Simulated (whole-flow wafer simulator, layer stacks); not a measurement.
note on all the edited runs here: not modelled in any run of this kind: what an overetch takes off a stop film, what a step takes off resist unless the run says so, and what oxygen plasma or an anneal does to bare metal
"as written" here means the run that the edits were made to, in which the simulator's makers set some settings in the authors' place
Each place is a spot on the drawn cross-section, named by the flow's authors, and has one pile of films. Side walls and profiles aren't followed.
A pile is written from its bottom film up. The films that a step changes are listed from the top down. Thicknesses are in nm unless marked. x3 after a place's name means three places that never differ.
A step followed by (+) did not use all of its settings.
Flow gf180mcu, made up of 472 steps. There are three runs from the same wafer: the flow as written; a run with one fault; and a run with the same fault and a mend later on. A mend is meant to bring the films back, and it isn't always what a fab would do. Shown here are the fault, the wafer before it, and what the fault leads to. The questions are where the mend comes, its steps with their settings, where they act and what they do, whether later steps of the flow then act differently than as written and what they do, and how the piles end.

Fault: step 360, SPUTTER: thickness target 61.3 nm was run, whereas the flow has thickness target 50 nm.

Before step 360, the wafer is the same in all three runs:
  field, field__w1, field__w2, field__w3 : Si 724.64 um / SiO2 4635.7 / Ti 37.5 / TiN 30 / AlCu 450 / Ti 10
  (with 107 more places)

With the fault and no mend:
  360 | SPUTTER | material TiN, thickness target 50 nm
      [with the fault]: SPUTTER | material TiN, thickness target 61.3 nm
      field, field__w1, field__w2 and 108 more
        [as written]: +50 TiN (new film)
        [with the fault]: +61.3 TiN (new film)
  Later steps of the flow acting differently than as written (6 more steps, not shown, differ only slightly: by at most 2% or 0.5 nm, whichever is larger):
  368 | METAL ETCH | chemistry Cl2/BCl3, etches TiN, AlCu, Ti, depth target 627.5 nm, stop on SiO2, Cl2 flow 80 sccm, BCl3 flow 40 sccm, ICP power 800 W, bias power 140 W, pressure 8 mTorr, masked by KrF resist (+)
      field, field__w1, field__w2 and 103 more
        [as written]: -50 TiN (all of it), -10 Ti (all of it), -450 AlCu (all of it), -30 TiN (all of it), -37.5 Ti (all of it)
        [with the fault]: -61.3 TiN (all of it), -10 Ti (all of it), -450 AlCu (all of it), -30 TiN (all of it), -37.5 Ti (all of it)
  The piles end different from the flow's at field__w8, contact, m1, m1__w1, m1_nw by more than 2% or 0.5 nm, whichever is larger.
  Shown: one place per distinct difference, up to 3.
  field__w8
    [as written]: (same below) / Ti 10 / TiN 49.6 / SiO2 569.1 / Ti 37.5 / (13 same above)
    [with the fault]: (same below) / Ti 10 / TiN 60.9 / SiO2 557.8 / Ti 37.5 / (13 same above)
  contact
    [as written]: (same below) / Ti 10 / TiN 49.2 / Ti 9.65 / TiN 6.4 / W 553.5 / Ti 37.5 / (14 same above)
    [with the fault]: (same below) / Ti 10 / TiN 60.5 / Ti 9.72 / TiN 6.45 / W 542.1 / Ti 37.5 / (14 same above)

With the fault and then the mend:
  After step 360 comes the mend.
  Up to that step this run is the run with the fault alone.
  360a | METAL ETCH | chemistry Cl2/BCl3, etches TiN, AlCu, Ti, depth target 11.3 nm, Cl2 flow 80 sccm, BCl3 flow 40 sccm, ICP power 800 W, bias power 140 W, pressure 8 mTorr (a further turn of the flow's step 260, with different settings)
      field, field__w1, field__w2 and 108 more
        -11.3 TiN
  Every later step of the flow that is run acts as written at every place that is followed.
  At every place that both follow, the piles at the end match the flow's.
